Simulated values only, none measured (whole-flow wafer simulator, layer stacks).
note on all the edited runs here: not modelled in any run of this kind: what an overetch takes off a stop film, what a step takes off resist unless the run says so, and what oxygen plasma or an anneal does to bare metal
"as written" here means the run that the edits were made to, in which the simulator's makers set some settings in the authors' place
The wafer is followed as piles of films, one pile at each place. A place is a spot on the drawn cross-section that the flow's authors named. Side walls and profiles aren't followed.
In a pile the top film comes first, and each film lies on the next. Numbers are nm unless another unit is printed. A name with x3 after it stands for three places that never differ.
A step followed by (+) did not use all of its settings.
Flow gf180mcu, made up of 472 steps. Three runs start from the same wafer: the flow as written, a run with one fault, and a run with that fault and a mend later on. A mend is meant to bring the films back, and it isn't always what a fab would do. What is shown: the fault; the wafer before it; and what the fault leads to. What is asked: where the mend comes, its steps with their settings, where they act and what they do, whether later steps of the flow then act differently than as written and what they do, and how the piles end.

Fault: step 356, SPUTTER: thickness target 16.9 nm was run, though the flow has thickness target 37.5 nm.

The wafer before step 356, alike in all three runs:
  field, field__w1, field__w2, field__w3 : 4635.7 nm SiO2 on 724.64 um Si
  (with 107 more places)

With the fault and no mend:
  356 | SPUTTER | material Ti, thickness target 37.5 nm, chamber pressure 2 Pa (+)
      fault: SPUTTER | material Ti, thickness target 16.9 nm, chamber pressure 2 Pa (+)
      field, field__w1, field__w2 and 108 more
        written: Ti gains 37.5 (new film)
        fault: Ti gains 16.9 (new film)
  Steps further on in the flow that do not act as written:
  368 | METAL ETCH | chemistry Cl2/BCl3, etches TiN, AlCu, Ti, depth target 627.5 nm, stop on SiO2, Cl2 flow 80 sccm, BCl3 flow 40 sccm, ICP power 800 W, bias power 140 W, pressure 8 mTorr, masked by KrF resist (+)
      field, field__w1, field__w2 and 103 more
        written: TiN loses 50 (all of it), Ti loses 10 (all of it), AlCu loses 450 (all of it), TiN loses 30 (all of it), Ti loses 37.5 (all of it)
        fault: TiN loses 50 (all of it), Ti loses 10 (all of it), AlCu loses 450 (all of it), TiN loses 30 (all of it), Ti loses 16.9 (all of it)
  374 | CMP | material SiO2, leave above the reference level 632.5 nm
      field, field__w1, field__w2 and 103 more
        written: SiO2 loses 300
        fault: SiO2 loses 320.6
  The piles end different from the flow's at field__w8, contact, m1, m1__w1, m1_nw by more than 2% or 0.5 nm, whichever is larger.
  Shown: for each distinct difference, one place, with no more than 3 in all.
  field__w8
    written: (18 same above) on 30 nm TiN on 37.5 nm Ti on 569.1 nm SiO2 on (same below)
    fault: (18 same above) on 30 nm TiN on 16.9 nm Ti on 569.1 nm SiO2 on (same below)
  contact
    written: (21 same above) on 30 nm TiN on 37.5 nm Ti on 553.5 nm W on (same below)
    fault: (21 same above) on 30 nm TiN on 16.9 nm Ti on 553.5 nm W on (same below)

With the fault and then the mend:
  After step 356 comes the mend.
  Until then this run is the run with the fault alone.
  356a | SPUTTER | material Ti, thickness target 20.6 nm, chamber pressure 2 Pa (+) (a further turn of the flow's step 356, with different settings)
      field, field__w1, field__w2 and 108 more
        Ti gains 20.6
  Every later step of the flow that is run acts as written at every place that is followed.
  By the end, the piles equal the flow's at every place that both follow.
